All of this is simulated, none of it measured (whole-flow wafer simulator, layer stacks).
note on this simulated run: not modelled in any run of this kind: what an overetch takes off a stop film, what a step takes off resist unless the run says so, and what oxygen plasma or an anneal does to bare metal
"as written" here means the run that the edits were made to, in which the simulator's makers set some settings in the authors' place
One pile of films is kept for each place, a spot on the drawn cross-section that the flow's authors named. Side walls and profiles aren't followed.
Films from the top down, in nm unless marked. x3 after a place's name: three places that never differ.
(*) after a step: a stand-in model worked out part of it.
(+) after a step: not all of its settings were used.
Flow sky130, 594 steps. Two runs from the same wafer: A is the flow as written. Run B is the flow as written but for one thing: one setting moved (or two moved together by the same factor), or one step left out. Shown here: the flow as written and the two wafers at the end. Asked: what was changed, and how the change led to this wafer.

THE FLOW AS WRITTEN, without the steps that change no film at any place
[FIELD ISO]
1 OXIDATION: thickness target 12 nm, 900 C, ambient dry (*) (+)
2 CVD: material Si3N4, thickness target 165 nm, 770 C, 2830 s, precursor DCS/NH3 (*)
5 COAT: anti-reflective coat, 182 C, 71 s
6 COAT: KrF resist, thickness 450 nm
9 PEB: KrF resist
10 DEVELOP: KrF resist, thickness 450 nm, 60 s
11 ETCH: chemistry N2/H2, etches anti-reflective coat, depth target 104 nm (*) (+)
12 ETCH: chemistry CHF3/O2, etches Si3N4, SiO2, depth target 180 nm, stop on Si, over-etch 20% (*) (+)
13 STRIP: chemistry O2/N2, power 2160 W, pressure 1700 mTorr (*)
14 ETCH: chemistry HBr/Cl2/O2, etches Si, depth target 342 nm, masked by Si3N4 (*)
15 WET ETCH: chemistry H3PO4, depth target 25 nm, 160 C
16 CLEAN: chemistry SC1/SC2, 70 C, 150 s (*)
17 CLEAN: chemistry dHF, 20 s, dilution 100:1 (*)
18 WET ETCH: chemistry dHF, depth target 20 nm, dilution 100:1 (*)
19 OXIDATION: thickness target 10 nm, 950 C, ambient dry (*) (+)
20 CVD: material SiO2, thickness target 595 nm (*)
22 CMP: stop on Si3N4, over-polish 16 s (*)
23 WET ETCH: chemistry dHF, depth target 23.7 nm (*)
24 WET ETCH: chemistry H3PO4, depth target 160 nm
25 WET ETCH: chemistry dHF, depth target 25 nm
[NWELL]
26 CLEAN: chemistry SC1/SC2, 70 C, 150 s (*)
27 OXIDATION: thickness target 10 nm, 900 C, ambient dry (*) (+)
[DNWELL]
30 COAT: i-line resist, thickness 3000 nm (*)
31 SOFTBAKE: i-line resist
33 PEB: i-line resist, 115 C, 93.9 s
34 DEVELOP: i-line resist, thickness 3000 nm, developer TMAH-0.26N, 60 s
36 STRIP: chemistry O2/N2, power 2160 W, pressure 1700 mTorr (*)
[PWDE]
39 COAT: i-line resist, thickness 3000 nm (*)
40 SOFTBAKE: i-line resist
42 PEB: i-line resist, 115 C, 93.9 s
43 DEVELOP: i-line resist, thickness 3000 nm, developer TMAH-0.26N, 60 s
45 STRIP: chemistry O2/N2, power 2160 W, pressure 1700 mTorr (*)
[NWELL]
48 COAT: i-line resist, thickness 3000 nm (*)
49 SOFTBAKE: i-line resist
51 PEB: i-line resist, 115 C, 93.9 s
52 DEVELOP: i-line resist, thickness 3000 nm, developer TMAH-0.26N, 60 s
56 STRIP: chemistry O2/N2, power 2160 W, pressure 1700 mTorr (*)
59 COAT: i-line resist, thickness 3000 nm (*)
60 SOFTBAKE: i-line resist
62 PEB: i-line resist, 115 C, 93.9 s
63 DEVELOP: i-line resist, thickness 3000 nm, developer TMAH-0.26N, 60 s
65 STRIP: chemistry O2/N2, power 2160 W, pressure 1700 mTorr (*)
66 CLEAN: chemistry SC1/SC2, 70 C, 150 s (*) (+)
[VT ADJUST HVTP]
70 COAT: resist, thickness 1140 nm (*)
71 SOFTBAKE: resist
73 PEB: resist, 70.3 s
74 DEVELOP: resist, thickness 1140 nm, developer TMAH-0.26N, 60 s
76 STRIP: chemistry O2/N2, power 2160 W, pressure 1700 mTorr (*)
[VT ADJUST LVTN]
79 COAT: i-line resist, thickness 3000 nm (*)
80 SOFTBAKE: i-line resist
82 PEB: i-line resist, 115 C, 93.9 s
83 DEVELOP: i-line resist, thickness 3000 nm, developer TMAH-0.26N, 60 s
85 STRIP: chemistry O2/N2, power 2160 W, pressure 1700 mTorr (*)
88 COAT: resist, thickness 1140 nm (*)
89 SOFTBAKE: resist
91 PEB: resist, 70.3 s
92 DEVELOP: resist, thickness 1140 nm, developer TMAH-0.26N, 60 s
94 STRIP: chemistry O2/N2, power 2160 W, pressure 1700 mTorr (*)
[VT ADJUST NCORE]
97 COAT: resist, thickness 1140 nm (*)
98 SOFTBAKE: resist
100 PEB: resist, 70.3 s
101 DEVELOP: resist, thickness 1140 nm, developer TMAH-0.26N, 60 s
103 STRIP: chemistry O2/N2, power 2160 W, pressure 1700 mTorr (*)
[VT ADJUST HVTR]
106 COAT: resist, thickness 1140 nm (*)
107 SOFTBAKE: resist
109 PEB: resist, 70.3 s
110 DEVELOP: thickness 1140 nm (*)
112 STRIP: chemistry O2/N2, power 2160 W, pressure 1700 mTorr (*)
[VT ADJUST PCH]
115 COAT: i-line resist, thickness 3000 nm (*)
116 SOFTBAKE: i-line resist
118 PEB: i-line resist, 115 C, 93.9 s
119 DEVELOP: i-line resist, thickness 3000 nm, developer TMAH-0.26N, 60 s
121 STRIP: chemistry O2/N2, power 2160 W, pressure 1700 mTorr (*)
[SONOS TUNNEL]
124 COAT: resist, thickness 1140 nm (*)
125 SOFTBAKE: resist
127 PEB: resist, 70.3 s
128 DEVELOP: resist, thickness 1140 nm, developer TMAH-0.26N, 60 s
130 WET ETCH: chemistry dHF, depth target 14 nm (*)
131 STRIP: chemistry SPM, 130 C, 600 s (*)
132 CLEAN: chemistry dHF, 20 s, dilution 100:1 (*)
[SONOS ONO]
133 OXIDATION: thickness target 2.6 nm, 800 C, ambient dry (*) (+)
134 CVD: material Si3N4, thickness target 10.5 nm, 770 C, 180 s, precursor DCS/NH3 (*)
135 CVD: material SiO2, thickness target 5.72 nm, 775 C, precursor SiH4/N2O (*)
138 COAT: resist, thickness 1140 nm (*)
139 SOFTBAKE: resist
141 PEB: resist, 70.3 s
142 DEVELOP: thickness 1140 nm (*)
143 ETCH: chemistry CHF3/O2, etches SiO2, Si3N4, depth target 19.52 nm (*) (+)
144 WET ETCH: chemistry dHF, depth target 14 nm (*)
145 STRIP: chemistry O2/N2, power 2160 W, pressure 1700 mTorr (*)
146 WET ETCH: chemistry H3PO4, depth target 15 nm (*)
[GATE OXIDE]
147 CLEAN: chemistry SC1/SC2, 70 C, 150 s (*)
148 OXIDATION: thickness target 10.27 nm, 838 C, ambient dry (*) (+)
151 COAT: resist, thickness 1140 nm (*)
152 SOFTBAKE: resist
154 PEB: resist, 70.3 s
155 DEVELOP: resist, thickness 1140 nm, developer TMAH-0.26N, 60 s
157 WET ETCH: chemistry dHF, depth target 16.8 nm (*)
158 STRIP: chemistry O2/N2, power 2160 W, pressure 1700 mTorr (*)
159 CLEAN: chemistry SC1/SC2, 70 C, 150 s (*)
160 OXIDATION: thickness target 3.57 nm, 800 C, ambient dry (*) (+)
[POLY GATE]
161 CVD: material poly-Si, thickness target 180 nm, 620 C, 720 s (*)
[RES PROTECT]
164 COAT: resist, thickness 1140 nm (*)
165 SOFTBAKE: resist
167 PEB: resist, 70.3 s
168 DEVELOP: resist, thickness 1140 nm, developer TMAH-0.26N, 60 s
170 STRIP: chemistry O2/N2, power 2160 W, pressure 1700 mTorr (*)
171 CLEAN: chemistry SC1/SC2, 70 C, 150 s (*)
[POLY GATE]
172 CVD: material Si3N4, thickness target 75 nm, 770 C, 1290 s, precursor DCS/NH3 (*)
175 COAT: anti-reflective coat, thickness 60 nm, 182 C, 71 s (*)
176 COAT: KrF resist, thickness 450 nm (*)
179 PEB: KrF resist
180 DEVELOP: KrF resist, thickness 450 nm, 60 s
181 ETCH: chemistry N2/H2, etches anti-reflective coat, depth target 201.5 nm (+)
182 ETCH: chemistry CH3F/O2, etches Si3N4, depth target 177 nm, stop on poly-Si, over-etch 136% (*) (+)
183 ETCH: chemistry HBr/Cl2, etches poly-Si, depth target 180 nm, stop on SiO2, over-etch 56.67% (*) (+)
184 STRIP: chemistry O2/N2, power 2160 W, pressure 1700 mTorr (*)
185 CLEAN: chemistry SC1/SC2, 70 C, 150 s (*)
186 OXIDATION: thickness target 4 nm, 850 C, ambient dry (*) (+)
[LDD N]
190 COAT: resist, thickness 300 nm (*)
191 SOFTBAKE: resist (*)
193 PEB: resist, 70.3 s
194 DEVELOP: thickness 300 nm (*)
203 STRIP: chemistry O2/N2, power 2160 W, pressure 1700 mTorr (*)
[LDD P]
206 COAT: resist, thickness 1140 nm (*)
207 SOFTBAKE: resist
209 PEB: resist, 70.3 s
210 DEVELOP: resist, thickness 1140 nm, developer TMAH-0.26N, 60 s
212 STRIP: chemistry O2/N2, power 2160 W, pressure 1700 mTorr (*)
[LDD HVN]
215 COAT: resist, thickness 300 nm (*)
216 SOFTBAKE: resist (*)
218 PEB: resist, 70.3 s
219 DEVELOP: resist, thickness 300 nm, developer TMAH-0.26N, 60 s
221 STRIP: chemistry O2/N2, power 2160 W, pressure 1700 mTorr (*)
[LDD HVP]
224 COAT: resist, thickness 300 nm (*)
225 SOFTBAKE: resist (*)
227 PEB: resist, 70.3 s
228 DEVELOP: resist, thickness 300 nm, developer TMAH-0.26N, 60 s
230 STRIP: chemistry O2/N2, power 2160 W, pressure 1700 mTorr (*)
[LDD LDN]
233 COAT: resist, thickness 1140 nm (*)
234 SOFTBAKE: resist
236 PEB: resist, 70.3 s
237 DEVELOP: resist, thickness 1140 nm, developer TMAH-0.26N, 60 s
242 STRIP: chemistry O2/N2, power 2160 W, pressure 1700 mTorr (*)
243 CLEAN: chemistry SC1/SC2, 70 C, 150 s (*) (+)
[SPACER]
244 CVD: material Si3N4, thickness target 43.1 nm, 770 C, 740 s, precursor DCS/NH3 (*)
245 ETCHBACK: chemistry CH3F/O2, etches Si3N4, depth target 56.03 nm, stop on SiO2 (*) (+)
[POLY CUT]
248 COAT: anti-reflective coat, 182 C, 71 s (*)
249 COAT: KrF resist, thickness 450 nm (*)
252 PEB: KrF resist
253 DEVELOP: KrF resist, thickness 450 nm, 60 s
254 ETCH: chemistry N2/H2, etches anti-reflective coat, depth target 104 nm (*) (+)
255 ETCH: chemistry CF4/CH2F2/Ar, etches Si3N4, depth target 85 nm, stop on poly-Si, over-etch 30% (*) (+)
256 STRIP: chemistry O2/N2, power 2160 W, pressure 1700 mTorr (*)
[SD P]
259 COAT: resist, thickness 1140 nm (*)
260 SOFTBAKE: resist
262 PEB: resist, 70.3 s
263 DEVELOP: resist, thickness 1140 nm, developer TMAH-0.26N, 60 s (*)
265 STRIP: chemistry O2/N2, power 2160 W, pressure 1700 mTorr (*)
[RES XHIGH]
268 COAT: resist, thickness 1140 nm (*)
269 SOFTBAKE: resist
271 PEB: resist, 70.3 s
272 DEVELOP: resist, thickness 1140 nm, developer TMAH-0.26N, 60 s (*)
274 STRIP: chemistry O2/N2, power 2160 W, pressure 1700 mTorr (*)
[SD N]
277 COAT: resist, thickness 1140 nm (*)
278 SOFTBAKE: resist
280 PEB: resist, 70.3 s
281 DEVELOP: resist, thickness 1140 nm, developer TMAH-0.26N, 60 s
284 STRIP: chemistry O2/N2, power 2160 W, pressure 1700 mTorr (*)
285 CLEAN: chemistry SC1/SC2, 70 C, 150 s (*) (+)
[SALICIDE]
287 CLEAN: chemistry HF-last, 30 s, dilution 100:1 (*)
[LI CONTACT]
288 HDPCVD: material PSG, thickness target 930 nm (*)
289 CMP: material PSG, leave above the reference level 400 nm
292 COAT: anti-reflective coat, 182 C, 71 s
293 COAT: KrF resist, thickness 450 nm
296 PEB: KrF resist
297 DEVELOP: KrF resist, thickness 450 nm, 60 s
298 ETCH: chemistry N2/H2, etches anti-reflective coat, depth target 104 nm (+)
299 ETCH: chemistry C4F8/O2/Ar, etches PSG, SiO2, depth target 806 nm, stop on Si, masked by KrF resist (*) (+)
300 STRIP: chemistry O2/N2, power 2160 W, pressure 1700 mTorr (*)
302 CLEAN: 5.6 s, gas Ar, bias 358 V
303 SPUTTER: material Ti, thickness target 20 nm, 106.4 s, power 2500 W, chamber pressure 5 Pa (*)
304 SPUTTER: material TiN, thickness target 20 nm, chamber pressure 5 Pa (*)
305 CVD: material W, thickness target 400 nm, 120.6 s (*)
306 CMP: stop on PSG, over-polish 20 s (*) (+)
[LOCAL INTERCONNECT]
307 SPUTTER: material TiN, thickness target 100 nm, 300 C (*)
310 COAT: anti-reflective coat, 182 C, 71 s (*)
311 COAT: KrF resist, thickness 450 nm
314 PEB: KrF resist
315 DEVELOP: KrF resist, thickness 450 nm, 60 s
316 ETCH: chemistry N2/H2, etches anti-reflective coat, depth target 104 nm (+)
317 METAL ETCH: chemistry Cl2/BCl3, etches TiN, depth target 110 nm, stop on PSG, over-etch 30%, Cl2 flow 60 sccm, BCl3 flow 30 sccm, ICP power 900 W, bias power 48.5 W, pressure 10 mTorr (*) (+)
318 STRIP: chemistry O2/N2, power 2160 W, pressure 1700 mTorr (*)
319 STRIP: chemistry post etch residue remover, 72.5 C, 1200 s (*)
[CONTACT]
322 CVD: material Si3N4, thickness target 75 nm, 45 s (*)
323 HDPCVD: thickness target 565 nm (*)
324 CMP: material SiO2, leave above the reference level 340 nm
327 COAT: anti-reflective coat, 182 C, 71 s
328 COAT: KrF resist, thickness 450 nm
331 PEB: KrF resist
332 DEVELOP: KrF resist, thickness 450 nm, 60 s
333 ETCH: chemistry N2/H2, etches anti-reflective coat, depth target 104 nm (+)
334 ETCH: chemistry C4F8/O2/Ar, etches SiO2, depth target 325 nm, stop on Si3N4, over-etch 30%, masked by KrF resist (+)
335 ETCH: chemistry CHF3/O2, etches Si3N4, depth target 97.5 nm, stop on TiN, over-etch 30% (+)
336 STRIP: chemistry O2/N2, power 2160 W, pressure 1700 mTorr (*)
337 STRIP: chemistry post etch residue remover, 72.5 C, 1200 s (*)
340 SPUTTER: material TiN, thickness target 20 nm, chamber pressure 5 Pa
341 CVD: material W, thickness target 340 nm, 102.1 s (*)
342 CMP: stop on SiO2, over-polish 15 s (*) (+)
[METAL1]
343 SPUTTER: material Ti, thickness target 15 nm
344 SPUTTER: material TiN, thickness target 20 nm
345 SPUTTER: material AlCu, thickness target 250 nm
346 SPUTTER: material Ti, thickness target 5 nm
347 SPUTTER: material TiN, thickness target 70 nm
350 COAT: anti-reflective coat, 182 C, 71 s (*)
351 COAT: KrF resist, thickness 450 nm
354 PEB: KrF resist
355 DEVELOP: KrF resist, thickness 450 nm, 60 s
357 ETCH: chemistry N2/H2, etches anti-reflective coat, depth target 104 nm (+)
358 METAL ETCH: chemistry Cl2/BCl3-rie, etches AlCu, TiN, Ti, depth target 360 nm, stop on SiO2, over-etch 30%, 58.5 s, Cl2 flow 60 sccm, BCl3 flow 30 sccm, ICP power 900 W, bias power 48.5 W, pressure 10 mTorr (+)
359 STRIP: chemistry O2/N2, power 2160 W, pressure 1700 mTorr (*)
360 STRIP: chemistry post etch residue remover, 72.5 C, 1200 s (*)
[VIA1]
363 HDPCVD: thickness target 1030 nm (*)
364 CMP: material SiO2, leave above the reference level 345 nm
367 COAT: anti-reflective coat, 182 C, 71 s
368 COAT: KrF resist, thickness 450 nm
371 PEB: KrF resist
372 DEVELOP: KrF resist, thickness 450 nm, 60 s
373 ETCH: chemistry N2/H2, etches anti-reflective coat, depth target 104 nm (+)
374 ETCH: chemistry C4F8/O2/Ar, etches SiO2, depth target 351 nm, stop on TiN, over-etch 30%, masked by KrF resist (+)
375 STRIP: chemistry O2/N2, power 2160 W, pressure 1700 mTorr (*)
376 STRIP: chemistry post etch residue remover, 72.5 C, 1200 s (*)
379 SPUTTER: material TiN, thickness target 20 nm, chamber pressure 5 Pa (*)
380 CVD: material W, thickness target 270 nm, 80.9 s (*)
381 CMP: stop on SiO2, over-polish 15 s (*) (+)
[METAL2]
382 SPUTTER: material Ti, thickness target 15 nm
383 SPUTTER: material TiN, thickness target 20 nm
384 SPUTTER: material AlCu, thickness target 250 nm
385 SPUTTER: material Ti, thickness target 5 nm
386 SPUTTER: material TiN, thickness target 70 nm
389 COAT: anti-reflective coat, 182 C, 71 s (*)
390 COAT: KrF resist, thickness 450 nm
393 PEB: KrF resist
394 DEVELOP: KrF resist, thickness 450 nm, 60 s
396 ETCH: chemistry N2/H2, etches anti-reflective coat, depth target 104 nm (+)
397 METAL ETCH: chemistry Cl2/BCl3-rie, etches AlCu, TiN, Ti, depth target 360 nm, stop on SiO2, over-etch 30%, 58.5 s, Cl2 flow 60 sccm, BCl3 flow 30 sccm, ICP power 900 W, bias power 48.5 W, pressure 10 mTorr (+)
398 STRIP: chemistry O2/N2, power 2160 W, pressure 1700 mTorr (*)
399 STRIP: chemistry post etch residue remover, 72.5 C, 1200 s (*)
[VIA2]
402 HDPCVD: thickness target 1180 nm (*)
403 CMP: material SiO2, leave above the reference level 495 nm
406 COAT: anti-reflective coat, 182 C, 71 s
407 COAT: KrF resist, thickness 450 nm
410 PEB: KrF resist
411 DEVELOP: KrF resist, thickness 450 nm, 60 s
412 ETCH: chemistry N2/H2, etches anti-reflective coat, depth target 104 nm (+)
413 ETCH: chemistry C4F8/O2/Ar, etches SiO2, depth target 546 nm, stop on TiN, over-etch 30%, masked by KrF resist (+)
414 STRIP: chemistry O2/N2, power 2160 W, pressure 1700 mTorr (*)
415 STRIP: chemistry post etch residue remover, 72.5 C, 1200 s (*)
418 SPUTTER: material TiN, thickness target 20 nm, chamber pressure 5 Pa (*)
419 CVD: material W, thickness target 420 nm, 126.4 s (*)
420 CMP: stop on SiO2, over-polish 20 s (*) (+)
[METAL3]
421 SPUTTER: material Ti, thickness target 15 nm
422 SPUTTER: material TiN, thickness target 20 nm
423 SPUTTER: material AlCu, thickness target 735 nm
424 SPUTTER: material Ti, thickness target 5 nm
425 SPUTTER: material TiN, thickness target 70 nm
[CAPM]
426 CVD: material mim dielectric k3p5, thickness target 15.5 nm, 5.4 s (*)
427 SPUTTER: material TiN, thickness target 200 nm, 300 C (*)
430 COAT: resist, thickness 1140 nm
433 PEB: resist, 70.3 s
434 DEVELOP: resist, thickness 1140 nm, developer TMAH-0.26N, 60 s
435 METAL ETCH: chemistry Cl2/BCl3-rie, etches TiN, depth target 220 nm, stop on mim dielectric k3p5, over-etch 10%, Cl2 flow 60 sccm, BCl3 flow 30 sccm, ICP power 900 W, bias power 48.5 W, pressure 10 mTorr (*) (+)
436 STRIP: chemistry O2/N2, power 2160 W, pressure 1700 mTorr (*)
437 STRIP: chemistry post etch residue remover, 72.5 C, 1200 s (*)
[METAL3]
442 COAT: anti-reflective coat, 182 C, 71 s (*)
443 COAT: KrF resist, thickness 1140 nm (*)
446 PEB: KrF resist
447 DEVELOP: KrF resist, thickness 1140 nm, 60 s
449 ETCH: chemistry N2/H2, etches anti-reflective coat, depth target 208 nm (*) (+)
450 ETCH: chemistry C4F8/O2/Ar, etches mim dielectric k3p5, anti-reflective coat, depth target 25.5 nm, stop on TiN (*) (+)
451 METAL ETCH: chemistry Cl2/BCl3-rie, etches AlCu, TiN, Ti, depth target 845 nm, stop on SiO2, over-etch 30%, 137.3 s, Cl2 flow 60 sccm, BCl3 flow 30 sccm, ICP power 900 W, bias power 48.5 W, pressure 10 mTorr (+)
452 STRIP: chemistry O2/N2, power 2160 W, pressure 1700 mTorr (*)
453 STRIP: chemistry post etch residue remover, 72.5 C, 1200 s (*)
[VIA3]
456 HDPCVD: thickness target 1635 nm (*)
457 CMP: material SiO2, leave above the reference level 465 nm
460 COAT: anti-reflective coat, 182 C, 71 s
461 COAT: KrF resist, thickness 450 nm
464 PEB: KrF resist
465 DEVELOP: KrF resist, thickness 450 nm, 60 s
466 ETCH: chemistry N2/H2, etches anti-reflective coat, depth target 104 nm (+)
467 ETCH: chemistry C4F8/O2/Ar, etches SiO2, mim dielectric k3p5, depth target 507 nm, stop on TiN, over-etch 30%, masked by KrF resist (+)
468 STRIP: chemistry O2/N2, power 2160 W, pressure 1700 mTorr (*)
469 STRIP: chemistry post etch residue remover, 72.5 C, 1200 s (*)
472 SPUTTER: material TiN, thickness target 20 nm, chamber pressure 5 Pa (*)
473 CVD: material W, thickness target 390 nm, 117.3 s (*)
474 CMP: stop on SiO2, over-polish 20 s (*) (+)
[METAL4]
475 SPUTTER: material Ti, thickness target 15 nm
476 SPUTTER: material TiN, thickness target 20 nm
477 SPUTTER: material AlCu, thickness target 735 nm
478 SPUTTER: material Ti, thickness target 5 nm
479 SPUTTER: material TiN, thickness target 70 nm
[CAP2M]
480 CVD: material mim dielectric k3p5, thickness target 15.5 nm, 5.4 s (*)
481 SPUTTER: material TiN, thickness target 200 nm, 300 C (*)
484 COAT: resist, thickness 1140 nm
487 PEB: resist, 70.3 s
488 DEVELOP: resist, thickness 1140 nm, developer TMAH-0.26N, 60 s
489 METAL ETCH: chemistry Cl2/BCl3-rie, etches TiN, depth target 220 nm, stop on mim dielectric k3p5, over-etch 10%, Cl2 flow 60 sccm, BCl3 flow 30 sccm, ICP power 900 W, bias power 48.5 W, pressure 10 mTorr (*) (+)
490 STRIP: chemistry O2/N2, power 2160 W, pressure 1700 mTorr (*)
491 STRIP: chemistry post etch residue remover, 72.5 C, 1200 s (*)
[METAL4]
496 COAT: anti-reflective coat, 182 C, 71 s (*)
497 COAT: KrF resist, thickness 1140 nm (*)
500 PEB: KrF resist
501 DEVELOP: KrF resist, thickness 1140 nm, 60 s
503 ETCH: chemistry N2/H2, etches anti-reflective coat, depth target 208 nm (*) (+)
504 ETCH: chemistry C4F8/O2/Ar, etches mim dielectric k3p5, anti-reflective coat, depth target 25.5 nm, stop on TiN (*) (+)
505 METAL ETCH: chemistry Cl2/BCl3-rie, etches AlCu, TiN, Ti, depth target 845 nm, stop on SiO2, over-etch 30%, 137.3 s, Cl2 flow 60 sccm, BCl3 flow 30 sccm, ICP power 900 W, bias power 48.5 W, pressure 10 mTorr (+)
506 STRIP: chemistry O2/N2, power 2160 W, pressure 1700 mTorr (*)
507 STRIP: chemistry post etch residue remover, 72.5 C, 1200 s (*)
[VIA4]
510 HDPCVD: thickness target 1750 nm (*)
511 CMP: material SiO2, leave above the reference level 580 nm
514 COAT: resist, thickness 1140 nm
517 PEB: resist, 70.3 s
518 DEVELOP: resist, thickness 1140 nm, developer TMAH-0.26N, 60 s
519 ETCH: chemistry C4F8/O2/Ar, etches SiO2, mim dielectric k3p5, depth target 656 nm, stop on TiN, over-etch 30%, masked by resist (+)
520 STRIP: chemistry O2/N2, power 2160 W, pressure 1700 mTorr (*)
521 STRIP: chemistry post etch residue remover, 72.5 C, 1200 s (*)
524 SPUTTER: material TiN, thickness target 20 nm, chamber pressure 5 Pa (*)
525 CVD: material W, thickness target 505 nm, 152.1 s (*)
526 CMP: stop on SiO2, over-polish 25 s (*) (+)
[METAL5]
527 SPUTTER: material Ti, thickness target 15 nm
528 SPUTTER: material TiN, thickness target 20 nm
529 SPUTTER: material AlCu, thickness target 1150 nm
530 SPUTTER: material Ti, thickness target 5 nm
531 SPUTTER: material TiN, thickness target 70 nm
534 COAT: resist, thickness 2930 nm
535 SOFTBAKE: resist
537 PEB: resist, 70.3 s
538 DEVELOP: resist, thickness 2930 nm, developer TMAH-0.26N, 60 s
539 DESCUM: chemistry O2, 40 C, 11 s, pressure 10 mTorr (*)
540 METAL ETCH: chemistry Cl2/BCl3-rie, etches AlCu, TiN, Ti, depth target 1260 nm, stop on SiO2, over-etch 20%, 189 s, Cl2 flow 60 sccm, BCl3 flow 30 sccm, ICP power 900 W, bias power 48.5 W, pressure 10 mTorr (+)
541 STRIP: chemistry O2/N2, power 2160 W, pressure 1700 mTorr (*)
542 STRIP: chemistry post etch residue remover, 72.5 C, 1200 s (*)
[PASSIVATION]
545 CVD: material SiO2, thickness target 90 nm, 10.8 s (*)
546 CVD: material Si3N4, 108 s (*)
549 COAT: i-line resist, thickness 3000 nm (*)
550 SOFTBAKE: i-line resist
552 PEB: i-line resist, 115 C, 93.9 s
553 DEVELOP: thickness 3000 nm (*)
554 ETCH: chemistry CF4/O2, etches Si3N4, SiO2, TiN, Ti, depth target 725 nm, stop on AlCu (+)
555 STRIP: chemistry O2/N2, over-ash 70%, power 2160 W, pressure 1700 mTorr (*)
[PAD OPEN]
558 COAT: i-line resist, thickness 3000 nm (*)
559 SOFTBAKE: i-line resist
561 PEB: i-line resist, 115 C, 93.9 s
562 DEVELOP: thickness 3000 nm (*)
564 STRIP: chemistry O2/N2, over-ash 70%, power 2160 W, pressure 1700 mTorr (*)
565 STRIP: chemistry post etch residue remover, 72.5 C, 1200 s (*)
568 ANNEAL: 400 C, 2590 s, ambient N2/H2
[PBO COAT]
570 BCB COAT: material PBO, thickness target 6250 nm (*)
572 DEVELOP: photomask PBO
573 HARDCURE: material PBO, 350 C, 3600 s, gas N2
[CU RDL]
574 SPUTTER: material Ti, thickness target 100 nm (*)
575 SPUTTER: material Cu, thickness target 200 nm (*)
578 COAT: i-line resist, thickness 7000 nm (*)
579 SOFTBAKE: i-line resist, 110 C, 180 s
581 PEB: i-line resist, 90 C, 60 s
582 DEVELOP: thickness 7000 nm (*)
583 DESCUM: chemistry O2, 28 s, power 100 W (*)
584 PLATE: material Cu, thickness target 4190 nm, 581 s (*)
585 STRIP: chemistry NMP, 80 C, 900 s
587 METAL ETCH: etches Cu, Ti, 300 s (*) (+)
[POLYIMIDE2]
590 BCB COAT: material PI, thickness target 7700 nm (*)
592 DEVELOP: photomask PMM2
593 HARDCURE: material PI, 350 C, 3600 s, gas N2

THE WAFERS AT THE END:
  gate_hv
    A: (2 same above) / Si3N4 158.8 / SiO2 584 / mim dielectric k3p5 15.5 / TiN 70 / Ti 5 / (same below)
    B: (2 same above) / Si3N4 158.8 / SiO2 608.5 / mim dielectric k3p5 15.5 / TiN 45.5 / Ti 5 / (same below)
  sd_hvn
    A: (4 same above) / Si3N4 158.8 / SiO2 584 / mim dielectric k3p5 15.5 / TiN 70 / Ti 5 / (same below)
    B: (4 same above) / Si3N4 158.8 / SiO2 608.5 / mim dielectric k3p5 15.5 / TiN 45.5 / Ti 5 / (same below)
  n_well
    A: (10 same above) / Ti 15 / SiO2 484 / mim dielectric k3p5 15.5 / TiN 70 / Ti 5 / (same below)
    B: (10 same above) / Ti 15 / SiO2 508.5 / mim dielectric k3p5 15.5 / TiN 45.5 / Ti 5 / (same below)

The cause: step 479, SPUTTER: thickness target 45.5 nm was run, where the flow has thickness target 70 nm.
It can be read off the wafer: gate_hv has TiN 45.5, and step 479 as written asks for 70 nm.

How the change led to this, step by step:
  479 SPUTTER: material TiN, thickness target 70 nm
      field, active, n_well and 189 more: A TiN +70 (new film) | B TiN +45.5 (new film)
  505 METAL ETCH: chemistry Cl2/BCl3-rie, etches AlCu, TiN, Ti, depth target 845 nm, stop on SiO2, over-etch 30%, 137.3 s, Cl2 flow 60 sccm, BCl3 flow 30 sccm, ICP power 900 W, bias power 48.5 W, pressure 10 mTorr (+)
      field, gate, spacer and 68 more: A TiN -70 (all of it), Ti -5 (all of it), AlCu -735 (all of it), TiN -20 (all of it), Ti -15 (all of it), SiO2 -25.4 | B TiN -45.5 (all of it), Ti -5 (all of it), AlCu -735 (all of it), TiN -20 (all of it), Ti -15 (all of it), SiO2 -27.8
      active, vpp_iso1, mim_edge_plate and 14 more: A TiN -70 (all of it), Ti -5 (all of it), AlCu -735 (all of it), TiN -20 (all of it), Ti -15 (all of it), SiO2 -25.3 | B TiN -45.5 (all of it), Ti -5 (all of it), AlCu -735 (all of it), TiN -20 (all of it), Ti -15 (all of it), SiO2 -27.8
  519 ETCH: chemistry C4F8/O2/Ar, etches SiO2, mim dielectric k3p5, depth target 656 nm, stop on TiN, over-etch 30%, masked by resist (+)
      m1: A SiO2 -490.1 (all of it), mim dielectric k3p5 -15.5 (all of it) | B SiO2 -514.6 (all of it), mim dielectric k3p5 -15.5 (all of it)
      via4_hole: A SiO2 -489.5 (all of it), mim dielectric k3p5 -15.5 (all of it) | B SiO2 -514 (all of it), mim dielectric k3p5 -15.5 (all of it)
  525 CVD: material W, thickness target 505 nm, 152.1 s (*)
      m1: A W +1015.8 (new film) | B W +1040.4 (new film)
      via4_hole: A W +1015.2 (new film) | B W +1039.8 (new film)
